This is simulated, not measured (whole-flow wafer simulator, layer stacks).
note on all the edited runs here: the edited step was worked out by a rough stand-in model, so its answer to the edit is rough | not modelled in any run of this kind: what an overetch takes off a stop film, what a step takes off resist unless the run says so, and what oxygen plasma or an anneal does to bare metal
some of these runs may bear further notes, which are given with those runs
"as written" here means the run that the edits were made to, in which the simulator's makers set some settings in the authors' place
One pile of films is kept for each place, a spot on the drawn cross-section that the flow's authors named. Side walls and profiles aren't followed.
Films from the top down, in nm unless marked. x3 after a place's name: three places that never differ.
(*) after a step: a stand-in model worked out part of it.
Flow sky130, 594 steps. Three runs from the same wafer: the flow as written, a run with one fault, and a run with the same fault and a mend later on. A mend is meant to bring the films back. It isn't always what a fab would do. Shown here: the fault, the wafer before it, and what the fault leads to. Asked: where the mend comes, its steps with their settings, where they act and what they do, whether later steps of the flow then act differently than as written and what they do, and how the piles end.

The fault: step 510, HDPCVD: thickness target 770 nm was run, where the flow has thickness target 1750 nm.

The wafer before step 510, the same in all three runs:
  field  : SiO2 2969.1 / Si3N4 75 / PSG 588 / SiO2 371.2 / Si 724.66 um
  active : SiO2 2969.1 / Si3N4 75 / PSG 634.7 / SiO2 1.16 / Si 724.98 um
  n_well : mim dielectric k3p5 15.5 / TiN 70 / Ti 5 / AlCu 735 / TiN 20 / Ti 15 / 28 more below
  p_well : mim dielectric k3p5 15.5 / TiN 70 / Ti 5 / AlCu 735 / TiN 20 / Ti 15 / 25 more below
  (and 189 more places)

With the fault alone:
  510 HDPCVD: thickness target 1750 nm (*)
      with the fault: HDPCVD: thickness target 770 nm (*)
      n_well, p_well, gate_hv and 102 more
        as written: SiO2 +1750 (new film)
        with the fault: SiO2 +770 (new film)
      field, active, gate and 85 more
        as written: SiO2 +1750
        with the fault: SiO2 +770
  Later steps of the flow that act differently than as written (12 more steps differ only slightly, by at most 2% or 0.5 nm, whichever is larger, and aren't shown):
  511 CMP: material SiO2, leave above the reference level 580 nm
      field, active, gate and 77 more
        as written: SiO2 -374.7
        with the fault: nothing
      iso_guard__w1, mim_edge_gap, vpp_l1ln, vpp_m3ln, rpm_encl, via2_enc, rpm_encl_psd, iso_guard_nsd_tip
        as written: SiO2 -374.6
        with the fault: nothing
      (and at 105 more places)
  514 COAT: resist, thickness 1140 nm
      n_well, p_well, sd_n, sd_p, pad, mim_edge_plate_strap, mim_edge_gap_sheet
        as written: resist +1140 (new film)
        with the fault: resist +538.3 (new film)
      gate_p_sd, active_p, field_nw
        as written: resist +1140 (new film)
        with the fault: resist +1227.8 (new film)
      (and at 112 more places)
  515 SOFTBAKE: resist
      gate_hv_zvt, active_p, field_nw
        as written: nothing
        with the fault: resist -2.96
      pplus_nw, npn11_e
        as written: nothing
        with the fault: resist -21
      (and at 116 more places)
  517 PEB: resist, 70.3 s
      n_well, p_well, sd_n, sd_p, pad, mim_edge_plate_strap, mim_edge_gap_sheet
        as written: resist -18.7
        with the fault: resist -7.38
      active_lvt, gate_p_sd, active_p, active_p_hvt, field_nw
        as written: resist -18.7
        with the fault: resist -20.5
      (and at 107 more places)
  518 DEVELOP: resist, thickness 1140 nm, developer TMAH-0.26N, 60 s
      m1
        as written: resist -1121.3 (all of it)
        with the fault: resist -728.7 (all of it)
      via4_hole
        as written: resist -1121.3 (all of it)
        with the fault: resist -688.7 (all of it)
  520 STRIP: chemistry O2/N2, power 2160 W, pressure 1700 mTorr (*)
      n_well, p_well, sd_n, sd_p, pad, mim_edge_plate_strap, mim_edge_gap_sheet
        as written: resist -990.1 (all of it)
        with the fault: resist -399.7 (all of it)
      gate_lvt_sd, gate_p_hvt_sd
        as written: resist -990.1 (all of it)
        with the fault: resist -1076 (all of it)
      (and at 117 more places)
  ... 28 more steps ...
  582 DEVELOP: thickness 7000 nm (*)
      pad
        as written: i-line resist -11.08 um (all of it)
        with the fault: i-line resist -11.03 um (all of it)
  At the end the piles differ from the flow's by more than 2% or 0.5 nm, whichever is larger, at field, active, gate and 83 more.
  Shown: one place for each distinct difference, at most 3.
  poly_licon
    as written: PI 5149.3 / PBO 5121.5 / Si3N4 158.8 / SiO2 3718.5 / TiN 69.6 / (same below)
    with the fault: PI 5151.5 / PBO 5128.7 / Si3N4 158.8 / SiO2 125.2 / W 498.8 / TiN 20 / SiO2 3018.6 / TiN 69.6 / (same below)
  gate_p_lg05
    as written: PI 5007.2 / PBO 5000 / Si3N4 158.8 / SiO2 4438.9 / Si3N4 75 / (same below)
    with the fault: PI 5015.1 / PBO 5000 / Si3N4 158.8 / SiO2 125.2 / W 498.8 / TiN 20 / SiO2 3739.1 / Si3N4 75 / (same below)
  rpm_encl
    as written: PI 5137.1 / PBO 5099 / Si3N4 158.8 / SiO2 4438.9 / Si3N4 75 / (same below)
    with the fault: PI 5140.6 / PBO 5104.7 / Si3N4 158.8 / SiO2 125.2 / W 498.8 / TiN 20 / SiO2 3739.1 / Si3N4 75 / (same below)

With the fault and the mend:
  The mend comes after step 510.
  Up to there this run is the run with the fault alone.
  510a HDPCVD: thickness target 980 nm (*) (the flow's step 510 once more, with other settings)
      field, active, n_well and 190 more
        SiO2 +980
  No later step of the flow acts differently than as written at any place that is followed.
  At the end the piles are the same as the flow's at every place that both follow.
